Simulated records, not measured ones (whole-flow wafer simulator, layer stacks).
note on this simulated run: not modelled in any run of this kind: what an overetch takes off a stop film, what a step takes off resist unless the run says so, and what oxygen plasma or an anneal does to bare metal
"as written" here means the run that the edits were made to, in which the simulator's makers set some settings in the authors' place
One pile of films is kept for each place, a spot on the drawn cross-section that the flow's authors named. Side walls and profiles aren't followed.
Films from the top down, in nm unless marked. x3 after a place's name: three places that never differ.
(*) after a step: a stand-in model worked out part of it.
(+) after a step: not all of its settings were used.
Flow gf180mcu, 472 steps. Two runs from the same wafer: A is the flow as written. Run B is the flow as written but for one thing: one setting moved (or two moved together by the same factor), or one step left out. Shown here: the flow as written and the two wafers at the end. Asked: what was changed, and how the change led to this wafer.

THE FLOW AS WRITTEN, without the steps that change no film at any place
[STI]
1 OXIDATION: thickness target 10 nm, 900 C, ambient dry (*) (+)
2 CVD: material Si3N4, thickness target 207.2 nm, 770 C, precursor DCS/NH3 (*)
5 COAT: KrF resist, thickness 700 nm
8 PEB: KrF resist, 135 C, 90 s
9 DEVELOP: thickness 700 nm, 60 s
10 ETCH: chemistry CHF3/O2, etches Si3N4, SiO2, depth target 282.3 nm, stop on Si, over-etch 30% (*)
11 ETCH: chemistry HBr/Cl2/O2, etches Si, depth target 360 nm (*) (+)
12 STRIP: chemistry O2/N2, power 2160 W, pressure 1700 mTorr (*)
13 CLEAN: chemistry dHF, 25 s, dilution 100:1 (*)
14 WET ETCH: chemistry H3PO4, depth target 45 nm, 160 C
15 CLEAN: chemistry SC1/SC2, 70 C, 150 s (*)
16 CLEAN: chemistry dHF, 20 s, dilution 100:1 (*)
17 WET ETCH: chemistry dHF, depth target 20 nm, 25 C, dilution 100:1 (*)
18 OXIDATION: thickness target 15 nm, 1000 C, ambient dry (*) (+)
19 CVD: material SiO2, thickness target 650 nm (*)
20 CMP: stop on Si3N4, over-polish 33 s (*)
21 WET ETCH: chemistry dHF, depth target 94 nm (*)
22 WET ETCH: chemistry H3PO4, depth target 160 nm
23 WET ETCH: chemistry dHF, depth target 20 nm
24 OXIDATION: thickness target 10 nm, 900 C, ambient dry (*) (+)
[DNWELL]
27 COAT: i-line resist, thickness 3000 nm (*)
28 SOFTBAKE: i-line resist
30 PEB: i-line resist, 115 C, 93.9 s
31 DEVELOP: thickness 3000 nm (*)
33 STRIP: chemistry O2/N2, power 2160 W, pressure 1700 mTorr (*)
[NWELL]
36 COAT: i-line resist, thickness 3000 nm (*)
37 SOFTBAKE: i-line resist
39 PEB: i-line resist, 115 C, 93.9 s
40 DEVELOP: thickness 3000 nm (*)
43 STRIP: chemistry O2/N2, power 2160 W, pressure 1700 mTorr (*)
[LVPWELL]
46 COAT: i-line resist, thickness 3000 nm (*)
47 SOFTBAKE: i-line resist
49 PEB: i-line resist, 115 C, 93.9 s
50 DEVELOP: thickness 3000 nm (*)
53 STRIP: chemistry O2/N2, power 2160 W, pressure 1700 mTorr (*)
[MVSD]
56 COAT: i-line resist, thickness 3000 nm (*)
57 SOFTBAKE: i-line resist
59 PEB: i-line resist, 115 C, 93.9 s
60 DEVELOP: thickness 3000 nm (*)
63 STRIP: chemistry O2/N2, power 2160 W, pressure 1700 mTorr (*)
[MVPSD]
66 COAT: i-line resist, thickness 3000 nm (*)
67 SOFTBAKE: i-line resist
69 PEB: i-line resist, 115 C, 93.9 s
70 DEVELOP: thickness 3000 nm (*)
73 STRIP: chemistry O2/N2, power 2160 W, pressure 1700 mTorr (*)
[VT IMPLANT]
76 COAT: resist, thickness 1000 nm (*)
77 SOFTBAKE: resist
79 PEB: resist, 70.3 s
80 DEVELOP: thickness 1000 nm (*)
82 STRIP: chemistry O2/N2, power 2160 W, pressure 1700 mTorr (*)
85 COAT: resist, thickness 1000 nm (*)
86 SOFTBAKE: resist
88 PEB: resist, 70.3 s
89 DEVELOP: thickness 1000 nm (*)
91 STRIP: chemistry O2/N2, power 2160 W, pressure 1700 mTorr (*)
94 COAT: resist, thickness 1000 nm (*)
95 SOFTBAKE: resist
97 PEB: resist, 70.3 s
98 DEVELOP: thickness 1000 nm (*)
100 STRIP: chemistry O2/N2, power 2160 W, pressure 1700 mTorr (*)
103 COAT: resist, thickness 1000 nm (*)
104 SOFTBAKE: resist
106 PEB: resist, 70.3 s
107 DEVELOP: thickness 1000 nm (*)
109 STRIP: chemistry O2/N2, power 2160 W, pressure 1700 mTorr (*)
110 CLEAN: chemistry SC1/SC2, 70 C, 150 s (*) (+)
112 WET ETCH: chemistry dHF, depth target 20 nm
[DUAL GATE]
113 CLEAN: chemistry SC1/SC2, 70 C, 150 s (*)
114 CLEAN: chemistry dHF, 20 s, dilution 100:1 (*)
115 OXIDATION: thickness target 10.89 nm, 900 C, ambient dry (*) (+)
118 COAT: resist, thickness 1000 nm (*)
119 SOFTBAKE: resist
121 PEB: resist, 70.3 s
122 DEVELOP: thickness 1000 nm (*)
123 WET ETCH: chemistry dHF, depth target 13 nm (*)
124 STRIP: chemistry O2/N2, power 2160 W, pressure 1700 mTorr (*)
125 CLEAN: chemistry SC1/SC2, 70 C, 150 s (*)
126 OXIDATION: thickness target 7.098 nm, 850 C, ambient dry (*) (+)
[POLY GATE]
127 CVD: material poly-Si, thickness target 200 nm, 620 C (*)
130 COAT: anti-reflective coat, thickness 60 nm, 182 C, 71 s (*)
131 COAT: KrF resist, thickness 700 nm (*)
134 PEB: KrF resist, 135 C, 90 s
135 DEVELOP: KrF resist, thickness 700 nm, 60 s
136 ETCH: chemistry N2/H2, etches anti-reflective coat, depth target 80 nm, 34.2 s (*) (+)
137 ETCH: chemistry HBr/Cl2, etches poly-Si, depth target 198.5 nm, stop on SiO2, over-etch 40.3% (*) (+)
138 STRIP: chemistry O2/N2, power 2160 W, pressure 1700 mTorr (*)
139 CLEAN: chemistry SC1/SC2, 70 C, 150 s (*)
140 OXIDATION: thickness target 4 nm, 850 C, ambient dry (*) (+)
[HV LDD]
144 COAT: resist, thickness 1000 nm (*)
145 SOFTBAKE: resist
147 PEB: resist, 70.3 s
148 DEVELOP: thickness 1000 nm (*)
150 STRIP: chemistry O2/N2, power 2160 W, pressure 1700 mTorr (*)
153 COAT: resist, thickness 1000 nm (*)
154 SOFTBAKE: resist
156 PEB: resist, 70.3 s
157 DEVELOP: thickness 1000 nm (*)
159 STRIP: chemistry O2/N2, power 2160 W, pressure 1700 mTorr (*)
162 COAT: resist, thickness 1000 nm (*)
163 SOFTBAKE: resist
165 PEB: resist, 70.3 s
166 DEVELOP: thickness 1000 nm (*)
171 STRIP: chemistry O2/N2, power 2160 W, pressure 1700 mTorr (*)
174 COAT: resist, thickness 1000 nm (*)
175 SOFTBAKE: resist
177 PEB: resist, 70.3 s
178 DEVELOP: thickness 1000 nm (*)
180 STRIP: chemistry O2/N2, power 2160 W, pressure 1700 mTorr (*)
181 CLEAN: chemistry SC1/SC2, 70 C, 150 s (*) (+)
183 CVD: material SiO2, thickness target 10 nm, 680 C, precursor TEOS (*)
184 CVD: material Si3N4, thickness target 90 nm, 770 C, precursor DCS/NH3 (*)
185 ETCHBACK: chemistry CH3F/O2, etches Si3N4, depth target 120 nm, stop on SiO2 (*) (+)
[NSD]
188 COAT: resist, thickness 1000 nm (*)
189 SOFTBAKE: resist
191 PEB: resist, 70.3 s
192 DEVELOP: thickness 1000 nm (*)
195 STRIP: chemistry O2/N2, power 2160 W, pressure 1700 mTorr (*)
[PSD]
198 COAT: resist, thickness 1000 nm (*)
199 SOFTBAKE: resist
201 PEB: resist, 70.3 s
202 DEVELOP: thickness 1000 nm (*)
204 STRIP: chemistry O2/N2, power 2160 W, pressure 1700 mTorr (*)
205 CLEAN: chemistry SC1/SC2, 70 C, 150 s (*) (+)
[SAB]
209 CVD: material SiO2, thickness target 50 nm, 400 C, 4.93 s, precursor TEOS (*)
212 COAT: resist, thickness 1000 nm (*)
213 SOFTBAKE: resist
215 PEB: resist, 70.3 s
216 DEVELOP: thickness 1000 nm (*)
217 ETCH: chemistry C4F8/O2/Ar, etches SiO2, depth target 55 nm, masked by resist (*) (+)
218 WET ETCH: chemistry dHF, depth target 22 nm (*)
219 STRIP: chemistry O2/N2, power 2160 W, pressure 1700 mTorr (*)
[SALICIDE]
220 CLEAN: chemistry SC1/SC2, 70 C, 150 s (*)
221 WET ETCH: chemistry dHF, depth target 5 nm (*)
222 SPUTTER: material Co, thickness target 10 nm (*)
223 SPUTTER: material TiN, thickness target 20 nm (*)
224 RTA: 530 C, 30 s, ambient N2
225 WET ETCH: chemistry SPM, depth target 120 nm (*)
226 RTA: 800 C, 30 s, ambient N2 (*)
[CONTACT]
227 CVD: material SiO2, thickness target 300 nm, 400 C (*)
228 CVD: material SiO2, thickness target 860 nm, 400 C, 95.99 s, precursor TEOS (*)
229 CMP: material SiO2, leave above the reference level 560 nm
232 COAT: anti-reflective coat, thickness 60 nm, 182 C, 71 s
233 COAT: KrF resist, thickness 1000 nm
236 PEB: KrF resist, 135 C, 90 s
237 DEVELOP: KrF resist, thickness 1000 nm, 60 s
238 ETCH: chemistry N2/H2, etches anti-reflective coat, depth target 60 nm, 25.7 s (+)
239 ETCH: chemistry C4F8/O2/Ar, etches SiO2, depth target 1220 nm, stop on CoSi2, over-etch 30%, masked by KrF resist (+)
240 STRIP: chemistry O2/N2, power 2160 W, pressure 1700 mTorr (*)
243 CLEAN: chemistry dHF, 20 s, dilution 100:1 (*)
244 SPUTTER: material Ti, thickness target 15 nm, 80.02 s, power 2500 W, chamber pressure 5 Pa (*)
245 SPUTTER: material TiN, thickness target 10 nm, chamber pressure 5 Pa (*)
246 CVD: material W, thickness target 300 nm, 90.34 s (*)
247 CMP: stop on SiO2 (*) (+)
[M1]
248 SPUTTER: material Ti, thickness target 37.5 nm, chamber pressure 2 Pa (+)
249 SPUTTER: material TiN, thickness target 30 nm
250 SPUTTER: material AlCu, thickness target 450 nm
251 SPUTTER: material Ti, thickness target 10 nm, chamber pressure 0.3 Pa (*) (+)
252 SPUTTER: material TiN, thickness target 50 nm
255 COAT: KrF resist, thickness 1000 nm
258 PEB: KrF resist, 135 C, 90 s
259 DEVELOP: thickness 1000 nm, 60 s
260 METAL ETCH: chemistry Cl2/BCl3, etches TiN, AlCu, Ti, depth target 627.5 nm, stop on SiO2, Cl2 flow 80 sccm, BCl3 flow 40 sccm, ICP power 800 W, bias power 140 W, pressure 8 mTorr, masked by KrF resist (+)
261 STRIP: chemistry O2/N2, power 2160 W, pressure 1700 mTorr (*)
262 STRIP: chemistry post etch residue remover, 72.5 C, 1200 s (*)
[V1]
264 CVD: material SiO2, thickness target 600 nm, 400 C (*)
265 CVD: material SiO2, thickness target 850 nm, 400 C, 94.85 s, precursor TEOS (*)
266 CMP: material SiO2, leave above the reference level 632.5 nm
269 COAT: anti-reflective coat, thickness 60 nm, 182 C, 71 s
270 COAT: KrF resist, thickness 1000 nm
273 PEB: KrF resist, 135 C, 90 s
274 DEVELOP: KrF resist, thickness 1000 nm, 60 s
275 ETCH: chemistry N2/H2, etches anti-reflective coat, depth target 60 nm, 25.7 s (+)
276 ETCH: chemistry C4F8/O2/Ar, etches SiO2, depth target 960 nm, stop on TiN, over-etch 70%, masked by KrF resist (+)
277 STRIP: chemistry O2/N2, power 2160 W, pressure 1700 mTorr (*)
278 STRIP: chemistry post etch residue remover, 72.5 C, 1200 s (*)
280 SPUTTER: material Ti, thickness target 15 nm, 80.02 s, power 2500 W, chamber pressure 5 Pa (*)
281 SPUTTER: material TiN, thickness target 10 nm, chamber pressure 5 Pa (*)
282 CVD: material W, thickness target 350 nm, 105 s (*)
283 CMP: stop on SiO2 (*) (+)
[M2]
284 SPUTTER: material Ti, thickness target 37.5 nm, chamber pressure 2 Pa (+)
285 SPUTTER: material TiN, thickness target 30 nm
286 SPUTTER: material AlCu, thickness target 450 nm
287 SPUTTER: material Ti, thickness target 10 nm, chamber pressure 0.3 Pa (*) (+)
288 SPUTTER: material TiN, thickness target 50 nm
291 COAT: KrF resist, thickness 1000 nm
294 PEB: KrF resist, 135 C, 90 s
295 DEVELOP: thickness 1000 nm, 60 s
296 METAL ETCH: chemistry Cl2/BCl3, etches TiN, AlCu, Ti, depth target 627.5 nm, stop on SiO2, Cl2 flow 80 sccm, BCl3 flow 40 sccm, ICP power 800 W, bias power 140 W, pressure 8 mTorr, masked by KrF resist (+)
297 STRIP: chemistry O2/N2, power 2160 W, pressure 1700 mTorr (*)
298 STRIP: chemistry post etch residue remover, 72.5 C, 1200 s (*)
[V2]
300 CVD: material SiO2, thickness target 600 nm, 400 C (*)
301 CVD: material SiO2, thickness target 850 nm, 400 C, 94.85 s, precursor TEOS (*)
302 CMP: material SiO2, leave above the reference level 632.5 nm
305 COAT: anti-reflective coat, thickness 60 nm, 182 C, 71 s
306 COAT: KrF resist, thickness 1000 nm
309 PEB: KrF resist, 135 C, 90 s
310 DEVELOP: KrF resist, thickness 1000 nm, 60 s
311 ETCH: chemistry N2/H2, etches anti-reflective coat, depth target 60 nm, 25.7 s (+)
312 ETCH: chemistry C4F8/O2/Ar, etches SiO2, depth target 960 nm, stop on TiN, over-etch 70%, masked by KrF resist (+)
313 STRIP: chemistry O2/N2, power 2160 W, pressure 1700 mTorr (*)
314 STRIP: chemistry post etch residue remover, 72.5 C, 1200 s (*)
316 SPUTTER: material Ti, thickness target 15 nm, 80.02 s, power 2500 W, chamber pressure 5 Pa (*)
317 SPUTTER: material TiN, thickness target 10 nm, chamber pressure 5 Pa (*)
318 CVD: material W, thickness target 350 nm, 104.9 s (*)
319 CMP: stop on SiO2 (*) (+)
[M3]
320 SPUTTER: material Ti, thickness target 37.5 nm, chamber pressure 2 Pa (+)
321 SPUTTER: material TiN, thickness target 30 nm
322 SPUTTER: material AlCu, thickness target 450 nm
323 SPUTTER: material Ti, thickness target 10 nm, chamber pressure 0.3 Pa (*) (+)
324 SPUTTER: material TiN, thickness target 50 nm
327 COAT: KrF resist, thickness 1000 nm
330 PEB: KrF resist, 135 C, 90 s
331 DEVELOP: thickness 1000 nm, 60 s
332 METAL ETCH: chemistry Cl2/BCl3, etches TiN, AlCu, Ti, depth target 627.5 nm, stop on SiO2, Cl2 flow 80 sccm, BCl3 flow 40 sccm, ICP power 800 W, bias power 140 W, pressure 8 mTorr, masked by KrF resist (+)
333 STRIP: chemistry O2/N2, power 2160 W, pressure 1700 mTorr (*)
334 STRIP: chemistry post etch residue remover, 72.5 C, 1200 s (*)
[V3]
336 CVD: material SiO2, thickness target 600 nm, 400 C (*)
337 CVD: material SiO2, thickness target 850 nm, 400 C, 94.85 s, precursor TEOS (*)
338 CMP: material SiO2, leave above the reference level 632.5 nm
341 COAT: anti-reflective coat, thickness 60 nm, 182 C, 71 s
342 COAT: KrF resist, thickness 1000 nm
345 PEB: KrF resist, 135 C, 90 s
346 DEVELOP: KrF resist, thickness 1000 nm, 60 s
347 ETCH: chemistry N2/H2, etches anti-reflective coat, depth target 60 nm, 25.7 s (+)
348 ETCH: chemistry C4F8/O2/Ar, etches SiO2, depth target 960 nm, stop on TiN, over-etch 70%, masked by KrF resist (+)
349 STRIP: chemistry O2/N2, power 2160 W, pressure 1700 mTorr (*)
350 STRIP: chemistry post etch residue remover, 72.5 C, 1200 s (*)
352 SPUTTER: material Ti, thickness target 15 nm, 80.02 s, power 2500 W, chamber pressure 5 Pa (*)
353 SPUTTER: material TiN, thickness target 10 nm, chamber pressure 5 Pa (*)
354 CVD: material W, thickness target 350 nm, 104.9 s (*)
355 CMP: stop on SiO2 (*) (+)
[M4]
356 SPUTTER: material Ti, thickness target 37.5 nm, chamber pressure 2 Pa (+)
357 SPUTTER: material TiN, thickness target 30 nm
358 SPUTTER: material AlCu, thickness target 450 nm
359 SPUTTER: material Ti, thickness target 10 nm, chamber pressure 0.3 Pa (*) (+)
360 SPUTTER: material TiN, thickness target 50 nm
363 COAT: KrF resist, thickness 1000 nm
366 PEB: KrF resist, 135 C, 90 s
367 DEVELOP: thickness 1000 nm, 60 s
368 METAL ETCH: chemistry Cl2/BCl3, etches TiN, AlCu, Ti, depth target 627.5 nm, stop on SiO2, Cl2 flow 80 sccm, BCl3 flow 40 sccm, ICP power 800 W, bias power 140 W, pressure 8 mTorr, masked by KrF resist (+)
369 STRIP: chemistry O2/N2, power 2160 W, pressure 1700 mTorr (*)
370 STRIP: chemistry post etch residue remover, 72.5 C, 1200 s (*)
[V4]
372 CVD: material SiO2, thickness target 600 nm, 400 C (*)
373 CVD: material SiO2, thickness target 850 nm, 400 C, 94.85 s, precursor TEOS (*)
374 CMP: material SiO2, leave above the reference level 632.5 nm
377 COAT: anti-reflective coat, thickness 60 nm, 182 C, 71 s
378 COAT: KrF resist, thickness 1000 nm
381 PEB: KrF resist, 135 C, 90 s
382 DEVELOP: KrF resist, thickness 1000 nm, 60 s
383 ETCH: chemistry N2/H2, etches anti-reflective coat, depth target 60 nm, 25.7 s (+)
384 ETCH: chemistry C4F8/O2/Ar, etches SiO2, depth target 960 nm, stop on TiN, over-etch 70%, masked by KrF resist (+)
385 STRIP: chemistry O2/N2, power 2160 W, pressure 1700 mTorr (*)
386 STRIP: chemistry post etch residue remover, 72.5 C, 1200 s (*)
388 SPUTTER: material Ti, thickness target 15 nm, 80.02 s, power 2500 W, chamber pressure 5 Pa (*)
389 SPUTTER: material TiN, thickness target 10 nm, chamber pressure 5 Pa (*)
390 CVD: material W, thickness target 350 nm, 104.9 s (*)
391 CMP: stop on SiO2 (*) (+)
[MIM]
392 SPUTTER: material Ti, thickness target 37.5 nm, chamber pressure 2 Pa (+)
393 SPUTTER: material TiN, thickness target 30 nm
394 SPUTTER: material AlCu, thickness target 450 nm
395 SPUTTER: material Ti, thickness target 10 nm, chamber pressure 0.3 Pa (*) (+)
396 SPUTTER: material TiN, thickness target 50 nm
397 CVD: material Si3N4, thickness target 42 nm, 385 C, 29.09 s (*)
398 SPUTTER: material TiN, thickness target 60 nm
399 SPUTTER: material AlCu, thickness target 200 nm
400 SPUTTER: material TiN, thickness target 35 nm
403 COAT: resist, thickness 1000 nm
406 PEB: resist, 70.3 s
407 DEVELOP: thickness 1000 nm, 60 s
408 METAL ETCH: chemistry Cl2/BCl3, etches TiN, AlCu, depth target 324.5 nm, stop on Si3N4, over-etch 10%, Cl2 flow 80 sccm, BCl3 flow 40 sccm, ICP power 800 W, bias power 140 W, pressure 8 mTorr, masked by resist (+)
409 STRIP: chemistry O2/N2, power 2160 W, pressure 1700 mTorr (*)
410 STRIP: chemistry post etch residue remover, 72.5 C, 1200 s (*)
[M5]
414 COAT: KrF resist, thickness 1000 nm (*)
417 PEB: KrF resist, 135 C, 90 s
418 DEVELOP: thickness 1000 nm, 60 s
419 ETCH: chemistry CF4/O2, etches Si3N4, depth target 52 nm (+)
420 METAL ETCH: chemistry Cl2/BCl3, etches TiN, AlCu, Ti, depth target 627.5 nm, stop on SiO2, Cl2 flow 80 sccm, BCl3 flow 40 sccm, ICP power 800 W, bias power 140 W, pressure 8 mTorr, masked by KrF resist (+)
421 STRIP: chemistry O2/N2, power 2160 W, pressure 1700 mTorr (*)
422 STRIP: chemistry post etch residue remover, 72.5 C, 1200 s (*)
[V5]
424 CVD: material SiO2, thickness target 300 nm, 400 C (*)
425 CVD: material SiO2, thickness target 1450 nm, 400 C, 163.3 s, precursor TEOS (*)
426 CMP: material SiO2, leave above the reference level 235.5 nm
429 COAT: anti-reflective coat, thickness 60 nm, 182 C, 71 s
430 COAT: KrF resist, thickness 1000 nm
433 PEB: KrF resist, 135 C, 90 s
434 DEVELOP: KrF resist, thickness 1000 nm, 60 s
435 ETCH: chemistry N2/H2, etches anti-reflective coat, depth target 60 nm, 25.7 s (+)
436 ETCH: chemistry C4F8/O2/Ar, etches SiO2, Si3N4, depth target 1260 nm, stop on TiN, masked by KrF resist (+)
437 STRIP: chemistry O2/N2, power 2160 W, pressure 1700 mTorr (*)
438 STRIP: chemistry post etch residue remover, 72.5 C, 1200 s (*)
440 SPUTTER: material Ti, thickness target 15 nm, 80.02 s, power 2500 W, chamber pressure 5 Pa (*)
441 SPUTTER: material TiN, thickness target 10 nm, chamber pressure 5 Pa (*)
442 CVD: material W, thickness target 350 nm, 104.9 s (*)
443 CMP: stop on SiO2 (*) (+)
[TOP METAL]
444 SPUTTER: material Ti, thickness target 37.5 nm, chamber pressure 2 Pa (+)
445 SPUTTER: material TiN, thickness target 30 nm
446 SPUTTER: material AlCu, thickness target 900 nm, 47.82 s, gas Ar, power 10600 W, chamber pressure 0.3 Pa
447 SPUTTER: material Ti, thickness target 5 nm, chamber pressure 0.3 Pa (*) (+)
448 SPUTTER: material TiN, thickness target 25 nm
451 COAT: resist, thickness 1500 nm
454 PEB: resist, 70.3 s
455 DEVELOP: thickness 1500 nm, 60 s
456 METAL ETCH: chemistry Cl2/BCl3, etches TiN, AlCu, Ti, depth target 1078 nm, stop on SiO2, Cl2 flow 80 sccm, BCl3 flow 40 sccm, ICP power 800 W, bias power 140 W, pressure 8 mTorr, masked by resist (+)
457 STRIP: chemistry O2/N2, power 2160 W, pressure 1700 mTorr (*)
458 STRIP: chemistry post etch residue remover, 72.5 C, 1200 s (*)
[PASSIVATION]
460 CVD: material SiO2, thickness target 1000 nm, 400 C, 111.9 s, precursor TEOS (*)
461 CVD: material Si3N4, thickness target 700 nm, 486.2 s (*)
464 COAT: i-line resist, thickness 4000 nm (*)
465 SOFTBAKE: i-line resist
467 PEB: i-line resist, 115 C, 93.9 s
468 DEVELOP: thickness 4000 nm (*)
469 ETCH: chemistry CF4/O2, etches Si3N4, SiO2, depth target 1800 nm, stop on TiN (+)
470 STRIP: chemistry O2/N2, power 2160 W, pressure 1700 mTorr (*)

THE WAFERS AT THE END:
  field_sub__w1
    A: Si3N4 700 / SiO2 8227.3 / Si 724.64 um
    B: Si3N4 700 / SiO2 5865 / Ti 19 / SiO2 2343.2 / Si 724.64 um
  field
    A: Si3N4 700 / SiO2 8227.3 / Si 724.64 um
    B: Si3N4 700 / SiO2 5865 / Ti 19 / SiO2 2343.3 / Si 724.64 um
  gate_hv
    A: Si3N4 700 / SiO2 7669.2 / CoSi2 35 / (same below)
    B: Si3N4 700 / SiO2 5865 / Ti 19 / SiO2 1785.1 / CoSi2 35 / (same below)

The cause: step 296, METAL ETCH: depth target 558.5 nm was run, where the flow has depth target 627.5 nm.

How the change led to this, step by step:
  296 METAL ETCH: chemistry Cl2/BCl3, etches TiN, AlCu, Ti, depth target 627.5 nm, stop on SiO2, Cl2 flow 80 sccm, BCl3 flow 40 sccm, ICP power 800 W, bias power 140 W, pressure 8 mTorr, masked by KrF resist (+)
      field, field__w1, field__w2 and 103 more: A TiN -50 (all of it), Ti -10 (all of it), AlCu -450 (all of it), TiN -30 (all of it), Ti -37.5 (all of it) | B TiN -50 (all of it), Ti -10 (all of it), AlCu -450 (all of it), TiN -30 (all of it), Ti -18.5
      field__w8, contact, m1, m1__w1, m1_nw: A KrF resist -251 | B KrF resist -223.4
  297 STRIP: chemistry O2/N2, power 2160 W, pressure 1700 mTorr (*)
      field__w8, contact, m1, m1__w1, m1_nw: A KrF resist -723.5 (all of it) | B KrF resist -751.1 (all of it)
  300 CVD: material SiO2, thickness target 600 nm, 400 C (*)
      field, field__w1, field__w2 and 103 more: A SiO2 +600 | B SiO2 +600 (new film)
  302 CMP: material SiO2, leave above the reference level 632.5 nm
      field, field__w1, field__w2 and 103 more: A SiO2 -300 | B SiO2 -319
Counting metal films that touch as one body, field_sub__w1 has 1 body; the flow as written gives 0 bodies.
Counting metal films that touch as one body, field has 1 body; the flow as written gives 0 bodies.
Counting metal films that touch as one body, gate_hv has 2 bodies (between them, from the top down: SiO2 1785.1); the flow as written gives 1 body.
